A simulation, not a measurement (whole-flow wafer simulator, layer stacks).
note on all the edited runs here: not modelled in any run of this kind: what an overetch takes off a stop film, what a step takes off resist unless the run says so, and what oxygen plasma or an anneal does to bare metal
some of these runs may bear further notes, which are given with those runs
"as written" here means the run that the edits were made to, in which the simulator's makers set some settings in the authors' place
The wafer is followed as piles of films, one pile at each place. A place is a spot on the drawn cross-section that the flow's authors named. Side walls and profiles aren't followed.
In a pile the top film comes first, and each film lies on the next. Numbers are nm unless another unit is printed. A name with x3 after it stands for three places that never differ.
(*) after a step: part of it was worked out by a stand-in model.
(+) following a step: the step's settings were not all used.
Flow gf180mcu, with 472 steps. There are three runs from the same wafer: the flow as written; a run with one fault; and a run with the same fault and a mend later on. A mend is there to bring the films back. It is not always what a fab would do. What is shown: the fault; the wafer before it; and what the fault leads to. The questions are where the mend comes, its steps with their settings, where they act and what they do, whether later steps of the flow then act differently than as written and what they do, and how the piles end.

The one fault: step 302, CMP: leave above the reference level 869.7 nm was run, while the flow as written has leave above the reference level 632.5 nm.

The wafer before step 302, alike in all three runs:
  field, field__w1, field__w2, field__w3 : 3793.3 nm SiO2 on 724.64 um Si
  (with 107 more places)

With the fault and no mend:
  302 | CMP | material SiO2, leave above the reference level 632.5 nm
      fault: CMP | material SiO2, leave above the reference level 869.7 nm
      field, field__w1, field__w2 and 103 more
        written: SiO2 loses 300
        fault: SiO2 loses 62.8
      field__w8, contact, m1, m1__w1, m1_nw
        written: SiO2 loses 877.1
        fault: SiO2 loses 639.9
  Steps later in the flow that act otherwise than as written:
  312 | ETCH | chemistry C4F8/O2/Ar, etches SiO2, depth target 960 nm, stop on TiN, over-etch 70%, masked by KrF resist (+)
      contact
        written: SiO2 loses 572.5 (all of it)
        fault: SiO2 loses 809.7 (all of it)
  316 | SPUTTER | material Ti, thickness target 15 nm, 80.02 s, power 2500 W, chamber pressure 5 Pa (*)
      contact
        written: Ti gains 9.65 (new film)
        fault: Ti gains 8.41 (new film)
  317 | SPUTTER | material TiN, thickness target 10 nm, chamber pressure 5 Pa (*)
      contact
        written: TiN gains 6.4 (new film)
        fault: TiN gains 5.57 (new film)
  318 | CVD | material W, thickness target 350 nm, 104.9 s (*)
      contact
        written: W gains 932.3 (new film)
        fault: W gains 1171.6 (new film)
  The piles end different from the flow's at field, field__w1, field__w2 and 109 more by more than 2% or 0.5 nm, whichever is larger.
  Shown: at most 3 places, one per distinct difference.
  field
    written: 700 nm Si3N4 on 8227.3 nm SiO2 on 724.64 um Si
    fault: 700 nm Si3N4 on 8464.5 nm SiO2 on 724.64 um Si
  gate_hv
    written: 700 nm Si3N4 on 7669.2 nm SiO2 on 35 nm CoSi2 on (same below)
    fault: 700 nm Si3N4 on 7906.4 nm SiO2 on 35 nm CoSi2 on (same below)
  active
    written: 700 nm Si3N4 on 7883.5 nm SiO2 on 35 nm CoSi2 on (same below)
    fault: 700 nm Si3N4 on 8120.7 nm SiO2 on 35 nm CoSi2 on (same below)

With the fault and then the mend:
  The mend stands after step 310.
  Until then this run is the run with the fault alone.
  310a | STRIP | chemistry O2/N2, power 2160 W, pressure 1700 mTorr (*)
      field, field__w1, field__w2 and 107 more
        KrF resist loses 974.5 (all of it), anti-reflective coat loses 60 (all of it)
      contact
        anti-reflective coat loses 60 (all of it)
  310b | CMP | material SiO2, leave above the reference level 632.5 nm (the flow's step 302 again)
      field, field__w1, field__w2 and 108 more
        SiO2 loses 237.2
  310c | HMDS | 120 C, 60 s (the flow's step 304 again)
      alters no film at any place that is followed
  310d | COAT | anti-reflective coat, thickness 60 nm, 182 C, 71 s (the flow's step 305 again)
      field, field__w1, field__w2 and 108 more
        anti-reflective coat gains 60 (new film)
  310e | COAT | KrF resist, thickness 1000 nm (the flow's step 306 again)
      field, field__w1, field__w2 and 108 more
        KrF resist gains 1000 (new film)
  310f | SOFTBAKE | KrF resist (the flow's step 307 again)
      alters no film at any place that is followed
  310g | EXPOSE | photomask Via2 (the flow's step 308 again)
      alters no film at any place that is followed
  310h | PEB | KrF resist, 135 C, 90 s (the flow's step 309 again)
      field, field__w1, field__w2 and 108 more
        KrF resist loses 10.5
  310i | DEVELOP | KrF resist, thickness 1000 nm, 60 s (the flow's step 310 again)
      field, field__w1, field__w2 and 107 more
        KrF resist loses 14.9
      contact
        KrF resist loses 989.5 (all of it)
  Every later step of the flow that is run acts as written at every place that is followed.
  By the end, the piles equal the flow's at every place that both follow.
